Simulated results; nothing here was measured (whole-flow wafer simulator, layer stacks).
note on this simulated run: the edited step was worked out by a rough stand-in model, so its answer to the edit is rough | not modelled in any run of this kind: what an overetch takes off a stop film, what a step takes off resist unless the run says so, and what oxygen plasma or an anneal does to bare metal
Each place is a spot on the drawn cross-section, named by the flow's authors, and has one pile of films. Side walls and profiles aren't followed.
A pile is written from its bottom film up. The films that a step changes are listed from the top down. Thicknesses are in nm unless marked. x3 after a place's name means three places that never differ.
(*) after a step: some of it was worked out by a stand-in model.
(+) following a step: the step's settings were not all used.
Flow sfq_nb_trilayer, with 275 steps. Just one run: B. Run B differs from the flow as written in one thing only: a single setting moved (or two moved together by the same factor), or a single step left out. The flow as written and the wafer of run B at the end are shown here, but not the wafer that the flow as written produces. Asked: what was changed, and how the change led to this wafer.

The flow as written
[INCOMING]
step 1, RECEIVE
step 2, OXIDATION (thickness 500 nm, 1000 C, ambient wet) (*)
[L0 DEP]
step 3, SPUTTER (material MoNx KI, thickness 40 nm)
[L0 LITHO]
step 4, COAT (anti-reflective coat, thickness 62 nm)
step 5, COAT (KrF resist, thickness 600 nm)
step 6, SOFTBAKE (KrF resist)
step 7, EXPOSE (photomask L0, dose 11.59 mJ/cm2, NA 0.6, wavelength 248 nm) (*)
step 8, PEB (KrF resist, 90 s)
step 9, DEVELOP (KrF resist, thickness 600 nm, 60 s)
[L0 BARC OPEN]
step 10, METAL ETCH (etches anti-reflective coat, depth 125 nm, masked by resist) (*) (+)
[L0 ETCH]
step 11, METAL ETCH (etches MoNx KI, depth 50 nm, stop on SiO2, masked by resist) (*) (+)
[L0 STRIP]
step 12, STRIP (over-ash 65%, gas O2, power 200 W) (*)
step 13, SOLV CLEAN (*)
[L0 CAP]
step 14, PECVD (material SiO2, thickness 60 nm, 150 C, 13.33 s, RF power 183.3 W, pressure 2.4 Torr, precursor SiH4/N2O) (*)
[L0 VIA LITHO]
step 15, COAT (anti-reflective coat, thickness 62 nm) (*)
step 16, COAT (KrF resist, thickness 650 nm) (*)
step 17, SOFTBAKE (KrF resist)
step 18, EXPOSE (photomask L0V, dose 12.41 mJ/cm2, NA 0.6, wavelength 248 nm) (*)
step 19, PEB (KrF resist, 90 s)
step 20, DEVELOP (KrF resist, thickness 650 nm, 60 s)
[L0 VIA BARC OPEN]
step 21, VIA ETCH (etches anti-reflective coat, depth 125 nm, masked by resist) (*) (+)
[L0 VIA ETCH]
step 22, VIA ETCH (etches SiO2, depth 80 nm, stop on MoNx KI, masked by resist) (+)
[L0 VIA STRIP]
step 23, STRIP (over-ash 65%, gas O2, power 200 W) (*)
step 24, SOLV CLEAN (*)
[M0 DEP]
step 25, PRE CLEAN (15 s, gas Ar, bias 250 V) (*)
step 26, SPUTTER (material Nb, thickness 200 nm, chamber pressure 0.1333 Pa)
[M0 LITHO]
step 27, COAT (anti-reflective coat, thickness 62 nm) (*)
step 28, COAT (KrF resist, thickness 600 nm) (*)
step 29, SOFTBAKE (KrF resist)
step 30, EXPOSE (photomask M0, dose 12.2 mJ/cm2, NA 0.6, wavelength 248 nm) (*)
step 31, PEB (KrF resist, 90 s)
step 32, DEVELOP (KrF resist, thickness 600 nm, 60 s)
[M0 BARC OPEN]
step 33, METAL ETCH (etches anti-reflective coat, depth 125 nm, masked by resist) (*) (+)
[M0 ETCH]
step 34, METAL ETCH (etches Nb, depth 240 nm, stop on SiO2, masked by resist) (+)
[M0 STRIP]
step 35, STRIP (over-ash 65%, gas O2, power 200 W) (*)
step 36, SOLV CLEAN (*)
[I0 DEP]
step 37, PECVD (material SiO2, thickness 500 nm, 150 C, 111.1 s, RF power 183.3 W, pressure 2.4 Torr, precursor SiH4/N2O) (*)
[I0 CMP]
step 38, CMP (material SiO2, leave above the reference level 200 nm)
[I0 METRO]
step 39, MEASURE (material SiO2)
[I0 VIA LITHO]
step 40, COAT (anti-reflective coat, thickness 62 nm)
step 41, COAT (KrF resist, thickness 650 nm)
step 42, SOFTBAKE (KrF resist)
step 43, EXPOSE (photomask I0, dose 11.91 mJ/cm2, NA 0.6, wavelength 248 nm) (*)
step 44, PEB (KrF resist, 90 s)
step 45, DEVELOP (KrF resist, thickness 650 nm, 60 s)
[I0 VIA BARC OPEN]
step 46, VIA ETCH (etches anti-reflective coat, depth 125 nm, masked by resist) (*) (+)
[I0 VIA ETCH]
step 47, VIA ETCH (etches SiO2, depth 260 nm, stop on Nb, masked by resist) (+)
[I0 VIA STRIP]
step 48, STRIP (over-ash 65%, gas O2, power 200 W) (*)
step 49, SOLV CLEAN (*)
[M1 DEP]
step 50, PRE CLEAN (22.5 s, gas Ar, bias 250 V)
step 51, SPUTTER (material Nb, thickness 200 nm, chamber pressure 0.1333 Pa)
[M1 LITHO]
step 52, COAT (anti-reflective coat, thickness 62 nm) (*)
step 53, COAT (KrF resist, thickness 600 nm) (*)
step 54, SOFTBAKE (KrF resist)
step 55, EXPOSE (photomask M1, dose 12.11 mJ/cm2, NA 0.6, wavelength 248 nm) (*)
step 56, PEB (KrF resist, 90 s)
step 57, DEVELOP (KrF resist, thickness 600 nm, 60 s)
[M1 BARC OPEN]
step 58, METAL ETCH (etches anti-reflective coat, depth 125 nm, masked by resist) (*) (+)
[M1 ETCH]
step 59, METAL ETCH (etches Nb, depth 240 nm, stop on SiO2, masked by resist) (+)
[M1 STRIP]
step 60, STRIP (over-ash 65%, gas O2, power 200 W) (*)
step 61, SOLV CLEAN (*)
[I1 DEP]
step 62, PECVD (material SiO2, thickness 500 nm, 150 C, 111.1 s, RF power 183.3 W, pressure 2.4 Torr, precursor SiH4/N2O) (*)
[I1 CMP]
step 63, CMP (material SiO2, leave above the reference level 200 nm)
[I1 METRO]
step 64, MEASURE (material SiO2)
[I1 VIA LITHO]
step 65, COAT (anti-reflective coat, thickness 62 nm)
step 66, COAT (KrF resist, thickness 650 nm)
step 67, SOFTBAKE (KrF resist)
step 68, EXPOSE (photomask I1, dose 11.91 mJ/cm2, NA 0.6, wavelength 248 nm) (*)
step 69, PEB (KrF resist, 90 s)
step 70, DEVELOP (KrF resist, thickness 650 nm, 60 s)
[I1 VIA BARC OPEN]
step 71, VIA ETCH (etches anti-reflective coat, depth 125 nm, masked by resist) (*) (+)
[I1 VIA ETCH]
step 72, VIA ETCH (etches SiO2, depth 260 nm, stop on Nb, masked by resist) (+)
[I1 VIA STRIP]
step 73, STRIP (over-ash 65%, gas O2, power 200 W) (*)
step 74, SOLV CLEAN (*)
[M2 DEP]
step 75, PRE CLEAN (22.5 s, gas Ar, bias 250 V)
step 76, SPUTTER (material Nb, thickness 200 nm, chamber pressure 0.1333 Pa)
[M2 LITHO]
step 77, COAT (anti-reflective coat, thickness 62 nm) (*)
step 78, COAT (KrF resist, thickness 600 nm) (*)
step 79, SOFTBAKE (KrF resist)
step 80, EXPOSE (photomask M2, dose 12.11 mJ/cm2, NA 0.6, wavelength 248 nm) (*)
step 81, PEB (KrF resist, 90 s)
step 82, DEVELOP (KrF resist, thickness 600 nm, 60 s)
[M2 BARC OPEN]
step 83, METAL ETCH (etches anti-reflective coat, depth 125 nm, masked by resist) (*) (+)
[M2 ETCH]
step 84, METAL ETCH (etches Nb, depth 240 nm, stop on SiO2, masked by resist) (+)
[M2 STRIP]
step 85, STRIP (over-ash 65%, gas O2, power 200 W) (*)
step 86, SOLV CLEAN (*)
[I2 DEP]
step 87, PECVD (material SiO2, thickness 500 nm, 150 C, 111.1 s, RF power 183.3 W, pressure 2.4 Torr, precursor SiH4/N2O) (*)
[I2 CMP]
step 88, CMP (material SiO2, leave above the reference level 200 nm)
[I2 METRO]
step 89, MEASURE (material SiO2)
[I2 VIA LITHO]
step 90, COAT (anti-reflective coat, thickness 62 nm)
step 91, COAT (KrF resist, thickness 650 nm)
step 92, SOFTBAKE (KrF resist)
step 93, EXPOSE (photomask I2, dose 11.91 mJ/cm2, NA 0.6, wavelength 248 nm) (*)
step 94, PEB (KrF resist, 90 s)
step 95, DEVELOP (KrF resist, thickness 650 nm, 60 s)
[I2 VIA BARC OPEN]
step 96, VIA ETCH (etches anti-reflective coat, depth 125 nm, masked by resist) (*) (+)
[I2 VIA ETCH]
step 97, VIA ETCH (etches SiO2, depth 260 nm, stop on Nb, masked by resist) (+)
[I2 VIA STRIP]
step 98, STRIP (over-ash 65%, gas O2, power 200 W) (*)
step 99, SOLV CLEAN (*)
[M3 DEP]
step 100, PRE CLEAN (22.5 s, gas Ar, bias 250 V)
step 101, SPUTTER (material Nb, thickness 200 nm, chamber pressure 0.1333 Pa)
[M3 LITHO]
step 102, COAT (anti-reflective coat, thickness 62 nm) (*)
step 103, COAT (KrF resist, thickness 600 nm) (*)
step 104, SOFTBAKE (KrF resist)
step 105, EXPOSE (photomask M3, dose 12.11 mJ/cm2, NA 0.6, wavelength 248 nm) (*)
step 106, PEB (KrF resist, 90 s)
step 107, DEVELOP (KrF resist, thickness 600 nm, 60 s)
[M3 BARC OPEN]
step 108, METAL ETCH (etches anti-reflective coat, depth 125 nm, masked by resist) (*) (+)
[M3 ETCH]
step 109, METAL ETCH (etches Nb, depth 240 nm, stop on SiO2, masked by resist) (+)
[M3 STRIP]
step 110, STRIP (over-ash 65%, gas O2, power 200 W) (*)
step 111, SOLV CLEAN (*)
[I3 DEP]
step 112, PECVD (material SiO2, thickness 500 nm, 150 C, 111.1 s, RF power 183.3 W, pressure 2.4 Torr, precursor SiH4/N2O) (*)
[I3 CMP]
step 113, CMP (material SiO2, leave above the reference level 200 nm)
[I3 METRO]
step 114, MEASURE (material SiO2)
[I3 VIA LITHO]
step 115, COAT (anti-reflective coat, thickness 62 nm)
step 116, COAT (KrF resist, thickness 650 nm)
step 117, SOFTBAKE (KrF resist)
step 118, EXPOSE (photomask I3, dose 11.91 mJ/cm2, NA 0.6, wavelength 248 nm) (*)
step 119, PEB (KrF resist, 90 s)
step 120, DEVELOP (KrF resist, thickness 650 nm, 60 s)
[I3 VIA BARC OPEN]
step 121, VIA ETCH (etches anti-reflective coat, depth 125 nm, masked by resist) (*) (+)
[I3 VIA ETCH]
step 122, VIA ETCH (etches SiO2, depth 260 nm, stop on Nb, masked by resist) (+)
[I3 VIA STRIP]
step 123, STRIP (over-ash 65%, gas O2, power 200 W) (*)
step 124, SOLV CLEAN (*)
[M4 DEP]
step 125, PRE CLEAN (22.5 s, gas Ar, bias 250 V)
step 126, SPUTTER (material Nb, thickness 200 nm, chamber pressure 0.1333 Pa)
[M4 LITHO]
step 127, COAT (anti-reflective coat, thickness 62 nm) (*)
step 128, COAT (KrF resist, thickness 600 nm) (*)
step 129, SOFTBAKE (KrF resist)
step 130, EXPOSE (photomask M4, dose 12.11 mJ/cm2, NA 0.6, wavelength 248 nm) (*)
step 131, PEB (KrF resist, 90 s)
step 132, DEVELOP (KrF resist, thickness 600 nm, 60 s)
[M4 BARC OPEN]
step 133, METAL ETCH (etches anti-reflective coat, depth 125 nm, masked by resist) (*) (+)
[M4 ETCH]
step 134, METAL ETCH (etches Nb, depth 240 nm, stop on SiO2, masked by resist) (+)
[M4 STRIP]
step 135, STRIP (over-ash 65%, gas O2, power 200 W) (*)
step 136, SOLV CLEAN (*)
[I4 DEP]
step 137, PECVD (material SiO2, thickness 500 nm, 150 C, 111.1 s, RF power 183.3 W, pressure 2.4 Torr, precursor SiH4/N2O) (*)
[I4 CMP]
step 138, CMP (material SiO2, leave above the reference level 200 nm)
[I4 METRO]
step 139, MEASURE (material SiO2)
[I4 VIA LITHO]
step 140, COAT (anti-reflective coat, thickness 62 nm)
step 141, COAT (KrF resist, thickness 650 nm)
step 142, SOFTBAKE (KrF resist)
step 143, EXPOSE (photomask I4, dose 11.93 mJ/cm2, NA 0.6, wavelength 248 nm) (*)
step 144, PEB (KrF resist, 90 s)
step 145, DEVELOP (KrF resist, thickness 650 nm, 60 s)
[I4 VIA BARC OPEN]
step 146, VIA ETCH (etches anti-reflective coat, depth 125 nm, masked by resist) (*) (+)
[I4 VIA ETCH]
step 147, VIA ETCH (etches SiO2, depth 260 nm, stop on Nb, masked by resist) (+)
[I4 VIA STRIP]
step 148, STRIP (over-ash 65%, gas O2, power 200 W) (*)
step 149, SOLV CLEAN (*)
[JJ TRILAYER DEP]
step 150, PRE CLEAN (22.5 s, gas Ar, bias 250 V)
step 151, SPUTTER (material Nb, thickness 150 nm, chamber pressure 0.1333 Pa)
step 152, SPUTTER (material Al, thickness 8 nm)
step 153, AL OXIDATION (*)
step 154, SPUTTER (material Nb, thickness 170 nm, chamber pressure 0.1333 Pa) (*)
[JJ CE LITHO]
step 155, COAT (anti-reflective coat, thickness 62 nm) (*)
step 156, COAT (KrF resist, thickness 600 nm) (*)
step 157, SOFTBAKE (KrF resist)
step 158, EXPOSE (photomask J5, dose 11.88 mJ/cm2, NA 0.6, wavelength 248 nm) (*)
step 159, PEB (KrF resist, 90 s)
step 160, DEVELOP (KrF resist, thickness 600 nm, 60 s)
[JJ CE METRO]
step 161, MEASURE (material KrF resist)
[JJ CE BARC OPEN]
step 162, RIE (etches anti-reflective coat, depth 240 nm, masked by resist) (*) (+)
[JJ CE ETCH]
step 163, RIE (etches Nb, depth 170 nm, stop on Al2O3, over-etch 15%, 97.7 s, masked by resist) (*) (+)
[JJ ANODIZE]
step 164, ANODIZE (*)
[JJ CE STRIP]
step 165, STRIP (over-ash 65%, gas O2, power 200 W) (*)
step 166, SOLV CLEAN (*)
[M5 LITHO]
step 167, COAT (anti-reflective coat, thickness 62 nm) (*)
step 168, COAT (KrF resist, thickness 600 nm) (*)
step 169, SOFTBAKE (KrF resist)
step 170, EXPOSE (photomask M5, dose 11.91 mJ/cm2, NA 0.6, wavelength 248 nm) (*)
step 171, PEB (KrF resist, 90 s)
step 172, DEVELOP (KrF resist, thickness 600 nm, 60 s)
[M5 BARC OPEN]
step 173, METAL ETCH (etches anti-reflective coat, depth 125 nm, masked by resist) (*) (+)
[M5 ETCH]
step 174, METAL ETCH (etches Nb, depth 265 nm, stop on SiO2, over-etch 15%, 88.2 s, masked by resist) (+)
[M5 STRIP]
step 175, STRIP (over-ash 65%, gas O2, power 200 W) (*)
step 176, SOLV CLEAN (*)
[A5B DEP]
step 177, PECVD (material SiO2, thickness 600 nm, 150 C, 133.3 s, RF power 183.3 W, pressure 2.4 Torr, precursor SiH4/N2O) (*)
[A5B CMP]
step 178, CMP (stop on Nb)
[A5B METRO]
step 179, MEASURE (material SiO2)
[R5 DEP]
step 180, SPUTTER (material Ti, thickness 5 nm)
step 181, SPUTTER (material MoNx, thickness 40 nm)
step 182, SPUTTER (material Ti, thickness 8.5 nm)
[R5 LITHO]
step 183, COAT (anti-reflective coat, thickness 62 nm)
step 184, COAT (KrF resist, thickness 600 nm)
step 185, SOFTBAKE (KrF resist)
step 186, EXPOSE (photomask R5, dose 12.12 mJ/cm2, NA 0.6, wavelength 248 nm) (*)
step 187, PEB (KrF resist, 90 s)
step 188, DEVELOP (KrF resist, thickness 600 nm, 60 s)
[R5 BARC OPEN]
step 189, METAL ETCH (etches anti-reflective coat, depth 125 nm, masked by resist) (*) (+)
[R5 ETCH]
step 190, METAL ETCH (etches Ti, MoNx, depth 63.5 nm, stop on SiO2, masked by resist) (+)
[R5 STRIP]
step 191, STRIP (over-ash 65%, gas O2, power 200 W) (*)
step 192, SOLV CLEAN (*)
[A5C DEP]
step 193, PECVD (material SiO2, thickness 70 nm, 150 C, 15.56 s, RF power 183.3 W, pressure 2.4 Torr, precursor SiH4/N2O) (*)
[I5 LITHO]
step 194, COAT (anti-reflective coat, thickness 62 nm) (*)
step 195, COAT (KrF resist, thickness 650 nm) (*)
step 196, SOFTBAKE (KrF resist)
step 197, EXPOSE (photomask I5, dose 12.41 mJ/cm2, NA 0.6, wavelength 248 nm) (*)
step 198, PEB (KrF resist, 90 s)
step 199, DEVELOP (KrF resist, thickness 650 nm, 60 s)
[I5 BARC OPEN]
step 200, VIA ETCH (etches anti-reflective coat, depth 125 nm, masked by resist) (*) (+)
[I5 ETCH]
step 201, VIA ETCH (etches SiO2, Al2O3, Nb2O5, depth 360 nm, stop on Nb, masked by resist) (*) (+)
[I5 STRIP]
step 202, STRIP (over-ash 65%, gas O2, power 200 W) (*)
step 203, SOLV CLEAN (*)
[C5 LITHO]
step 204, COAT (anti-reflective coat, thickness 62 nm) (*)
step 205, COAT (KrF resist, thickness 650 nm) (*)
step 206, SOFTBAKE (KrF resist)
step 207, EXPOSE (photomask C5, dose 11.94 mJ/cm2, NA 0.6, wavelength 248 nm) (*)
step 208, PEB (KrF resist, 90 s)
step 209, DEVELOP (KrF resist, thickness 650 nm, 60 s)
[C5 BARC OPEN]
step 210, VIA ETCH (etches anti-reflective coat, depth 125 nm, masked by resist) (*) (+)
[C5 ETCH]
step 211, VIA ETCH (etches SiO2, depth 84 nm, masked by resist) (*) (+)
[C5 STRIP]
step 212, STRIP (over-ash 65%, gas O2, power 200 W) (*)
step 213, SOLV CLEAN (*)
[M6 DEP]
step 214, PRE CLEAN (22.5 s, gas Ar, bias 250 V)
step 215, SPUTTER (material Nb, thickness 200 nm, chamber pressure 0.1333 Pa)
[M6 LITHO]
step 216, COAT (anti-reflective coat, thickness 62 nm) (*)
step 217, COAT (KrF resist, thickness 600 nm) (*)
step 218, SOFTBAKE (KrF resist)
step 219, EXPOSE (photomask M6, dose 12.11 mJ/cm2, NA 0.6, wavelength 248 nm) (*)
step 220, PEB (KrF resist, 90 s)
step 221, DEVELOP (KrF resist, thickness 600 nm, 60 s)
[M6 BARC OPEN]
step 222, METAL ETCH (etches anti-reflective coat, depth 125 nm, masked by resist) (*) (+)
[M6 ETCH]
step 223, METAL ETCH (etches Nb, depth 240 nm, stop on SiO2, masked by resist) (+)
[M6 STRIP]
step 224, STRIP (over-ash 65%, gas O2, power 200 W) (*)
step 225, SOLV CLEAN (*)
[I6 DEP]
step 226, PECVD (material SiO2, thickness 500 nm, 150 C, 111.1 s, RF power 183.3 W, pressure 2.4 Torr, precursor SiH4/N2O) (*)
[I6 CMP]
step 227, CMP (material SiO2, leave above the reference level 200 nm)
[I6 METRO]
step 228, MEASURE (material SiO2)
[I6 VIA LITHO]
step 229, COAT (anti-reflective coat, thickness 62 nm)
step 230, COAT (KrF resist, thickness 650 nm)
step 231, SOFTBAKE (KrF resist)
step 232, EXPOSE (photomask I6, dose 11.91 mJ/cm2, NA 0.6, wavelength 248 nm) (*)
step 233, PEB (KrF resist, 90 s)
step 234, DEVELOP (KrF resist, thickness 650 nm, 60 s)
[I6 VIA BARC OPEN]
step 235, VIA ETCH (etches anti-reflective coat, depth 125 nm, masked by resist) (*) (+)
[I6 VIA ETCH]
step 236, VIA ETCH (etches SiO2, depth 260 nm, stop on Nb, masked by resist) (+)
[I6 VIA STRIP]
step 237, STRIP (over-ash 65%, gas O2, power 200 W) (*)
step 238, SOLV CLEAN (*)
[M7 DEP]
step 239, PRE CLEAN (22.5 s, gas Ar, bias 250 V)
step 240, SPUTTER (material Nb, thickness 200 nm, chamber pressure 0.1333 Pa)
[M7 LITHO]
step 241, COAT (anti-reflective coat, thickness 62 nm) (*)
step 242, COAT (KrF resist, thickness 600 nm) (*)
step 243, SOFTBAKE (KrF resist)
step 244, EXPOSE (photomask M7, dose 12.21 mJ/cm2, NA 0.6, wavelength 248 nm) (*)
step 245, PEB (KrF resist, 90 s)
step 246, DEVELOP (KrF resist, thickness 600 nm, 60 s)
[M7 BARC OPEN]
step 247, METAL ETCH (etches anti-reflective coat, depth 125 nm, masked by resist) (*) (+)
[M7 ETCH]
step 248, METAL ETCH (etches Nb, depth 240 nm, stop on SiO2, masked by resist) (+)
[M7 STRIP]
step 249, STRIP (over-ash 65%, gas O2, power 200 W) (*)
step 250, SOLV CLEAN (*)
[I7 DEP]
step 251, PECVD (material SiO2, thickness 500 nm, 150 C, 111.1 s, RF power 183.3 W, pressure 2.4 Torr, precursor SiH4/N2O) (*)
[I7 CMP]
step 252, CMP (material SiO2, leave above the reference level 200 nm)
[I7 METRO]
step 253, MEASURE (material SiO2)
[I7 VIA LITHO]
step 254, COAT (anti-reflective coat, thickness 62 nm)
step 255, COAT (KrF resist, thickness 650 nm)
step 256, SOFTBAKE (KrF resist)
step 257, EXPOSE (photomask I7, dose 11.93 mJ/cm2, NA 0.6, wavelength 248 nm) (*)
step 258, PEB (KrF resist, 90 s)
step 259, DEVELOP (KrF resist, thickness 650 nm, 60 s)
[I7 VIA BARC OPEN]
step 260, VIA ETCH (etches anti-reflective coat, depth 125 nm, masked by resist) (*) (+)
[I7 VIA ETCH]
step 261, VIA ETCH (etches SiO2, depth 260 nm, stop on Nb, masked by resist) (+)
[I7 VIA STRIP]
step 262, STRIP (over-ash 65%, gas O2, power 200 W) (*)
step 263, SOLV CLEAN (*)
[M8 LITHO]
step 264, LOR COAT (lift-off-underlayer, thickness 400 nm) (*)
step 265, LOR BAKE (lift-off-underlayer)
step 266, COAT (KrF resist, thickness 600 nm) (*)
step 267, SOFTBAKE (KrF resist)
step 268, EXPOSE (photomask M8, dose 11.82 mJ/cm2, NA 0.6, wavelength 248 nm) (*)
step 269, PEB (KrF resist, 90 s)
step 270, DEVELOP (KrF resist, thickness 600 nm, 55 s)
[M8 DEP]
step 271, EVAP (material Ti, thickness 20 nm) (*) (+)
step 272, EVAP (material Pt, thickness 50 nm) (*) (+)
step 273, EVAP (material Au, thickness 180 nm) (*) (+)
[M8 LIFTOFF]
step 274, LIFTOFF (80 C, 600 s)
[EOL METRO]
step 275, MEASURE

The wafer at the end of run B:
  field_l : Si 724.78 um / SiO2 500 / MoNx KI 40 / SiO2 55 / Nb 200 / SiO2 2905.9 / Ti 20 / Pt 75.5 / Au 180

What caused this: step 272, EVAP: thickness 75.5 nm was run, though the flow has thickness 50 nm.
The wafer lets one read it off: field_l has Pt 75.5, and step 272 as written asks for 50 nm.

Step by step, how the change led to this:
  step 272, EVAP (material Pt, thickness 50 nm) (*) (+)
      field_l, v_sur, via_wl and 103 more: +75.5 Pt (new film) (in the flow as written it would be: +50 Pt (new film))
  step 274, LIFTOFF (80 C, 600 s)
      p4_fl, p4_fm, p4_w1 and 71 more: -180 Au (all of it), -75.5 Pt (all of it), -20 Ti (all of it), -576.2 KrF resist (all of it), -400 lift-off-underlayer (all of it) (in the flow as written it would be: -180 Au (all of it), -50 Pt (all of it), -20 Ti (all of it), -576.2 KrF resist (all of it), -400 lift-off-underlayer (all of it))
      c5j, ce_r: -180 Au (all of it), -75.5 Pt (all of it), -20 Ti (all of it), -573.3 KrF resist (all of it), -399.3 lift-off-underlayer (all of it) (in the flow as written it would be: -180 Au (all of it), -50 Pt (all of it), -20 Ti (all of it), -573.3 KrF resist (all of it), -399.3 lift-off-underlayer (all of it))
      (also at 19 further places)
